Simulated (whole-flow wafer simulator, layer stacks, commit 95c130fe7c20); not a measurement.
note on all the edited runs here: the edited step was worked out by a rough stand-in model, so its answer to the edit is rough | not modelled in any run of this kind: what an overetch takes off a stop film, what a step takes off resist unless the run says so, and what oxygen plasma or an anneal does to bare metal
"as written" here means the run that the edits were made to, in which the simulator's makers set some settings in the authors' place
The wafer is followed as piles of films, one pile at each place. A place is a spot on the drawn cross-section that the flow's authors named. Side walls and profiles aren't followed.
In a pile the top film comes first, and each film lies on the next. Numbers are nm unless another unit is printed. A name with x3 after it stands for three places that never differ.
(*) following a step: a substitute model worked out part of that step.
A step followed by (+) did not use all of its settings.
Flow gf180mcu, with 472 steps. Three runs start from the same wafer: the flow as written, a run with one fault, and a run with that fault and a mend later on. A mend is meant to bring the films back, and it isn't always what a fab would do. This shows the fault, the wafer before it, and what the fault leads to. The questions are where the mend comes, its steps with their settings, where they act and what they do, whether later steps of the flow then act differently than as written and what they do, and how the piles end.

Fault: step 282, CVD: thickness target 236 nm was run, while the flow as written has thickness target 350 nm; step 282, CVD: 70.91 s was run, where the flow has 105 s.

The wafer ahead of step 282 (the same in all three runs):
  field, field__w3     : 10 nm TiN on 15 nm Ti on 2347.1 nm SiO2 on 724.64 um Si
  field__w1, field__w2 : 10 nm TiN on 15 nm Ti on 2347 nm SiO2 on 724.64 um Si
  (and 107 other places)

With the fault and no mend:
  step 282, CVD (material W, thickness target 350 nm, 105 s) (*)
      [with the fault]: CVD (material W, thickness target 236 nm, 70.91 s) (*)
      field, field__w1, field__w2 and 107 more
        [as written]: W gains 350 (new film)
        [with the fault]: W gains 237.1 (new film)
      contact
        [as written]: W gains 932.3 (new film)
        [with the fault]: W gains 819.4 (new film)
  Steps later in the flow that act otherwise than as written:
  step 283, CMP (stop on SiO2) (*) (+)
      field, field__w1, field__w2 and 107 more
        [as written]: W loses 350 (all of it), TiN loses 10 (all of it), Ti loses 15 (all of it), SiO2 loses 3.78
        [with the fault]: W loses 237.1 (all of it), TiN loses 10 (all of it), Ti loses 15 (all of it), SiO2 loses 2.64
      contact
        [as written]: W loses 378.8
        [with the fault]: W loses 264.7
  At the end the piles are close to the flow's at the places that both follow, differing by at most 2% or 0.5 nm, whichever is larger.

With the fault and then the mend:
  The mend follows step 282.
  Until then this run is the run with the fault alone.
  step 282a, CVD (material W, thickness target 114 nm, 34.22 s) (the flow's step 282, run once more with other settings)
      field, field__w1, field__w2 and 108 more
        W gains 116
  None of the later steps of the flow differs from how it acts as written, at any place that is followed, by more than 2% or 0.5 nm, whichever is larger.
  At the end the piles are close to the flow's at the places that both follow, differing by at most 2% or 0.5 nm, whichever is larger.
